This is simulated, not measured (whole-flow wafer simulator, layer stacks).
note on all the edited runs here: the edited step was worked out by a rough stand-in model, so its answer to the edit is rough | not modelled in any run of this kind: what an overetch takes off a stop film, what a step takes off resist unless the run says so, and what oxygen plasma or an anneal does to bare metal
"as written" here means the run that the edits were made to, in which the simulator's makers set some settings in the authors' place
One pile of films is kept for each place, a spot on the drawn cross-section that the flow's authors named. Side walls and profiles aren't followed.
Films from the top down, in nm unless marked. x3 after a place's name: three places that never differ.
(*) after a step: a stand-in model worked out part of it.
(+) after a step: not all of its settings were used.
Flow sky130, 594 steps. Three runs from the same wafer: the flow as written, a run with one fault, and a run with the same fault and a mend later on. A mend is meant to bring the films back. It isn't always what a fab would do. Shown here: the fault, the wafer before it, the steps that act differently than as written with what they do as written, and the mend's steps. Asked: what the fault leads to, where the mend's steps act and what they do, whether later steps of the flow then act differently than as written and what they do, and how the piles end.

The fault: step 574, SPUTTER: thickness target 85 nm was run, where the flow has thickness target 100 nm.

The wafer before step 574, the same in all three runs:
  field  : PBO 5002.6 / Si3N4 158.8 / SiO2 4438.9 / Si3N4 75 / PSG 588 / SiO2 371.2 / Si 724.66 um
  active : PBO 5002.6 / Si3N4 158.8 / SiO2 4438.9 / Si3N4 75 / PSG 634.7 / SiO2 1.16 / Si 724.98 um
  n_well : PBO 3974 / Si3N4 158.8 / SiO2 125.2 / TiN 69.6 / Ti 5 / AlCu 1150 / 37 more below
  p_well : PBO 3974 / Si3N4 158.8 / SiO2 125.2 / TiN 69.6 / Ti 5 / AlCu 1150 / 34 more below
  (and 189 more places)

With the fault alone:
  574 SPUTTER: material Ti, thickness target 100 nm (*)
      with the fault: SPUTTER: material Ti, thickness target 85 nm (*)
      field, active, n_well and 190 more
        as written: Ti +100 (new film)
        with the fault: Ti +85 (new film)
  Later steps of the flow that act differently than as written (7 more steps differ only slightly, by at most 2% or 0.5 nm, whichever is larger, and aren't shown):
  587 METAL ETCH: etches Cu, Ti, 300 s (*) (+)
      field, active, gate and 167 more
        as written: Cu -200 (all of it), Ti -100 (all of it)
        with the fault: Cu -200 (all of it), Ti -85 (all of it)
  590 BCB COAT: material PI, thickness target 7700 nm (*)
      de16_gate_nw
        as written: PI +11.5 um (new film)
        with the fault: PI +11.49 um (new film)
  At the end the piles differ from the flow's by more than 2% or 0.5 nm, whichever is larger, at n_well, p_well, sd_n and 20 more.
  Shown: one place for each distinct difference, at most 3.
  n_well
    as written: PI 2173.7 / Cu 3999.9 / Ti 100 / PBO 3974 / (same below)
    with the fault: PI 2183.4 / Cu 3999.9 / Ti 85 / PBO 3974 / (same below)
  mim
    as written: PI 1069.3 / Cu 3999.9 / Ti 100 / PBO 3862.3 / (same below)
    with the fault: PI 1083.4 / Cu 3999.9 / Ti 85 / PBO 3862.3 / (same below)
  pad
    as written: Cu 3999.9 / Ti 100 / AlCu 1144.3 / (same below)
    with the fault: Cu 3999.9 / Ti 85 / AlCu 1144.3 / (same below)

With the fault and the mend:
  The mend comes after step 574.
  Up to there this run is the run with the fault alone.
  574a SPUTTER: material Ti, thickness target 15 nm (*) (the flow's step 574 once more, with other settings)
      field, active, n_well and 190 more
        Ti +15
  No later step of the flow acts differently than as written at any place that is followed.
  At the end the piles are the same as the flow's at every place that both follow.
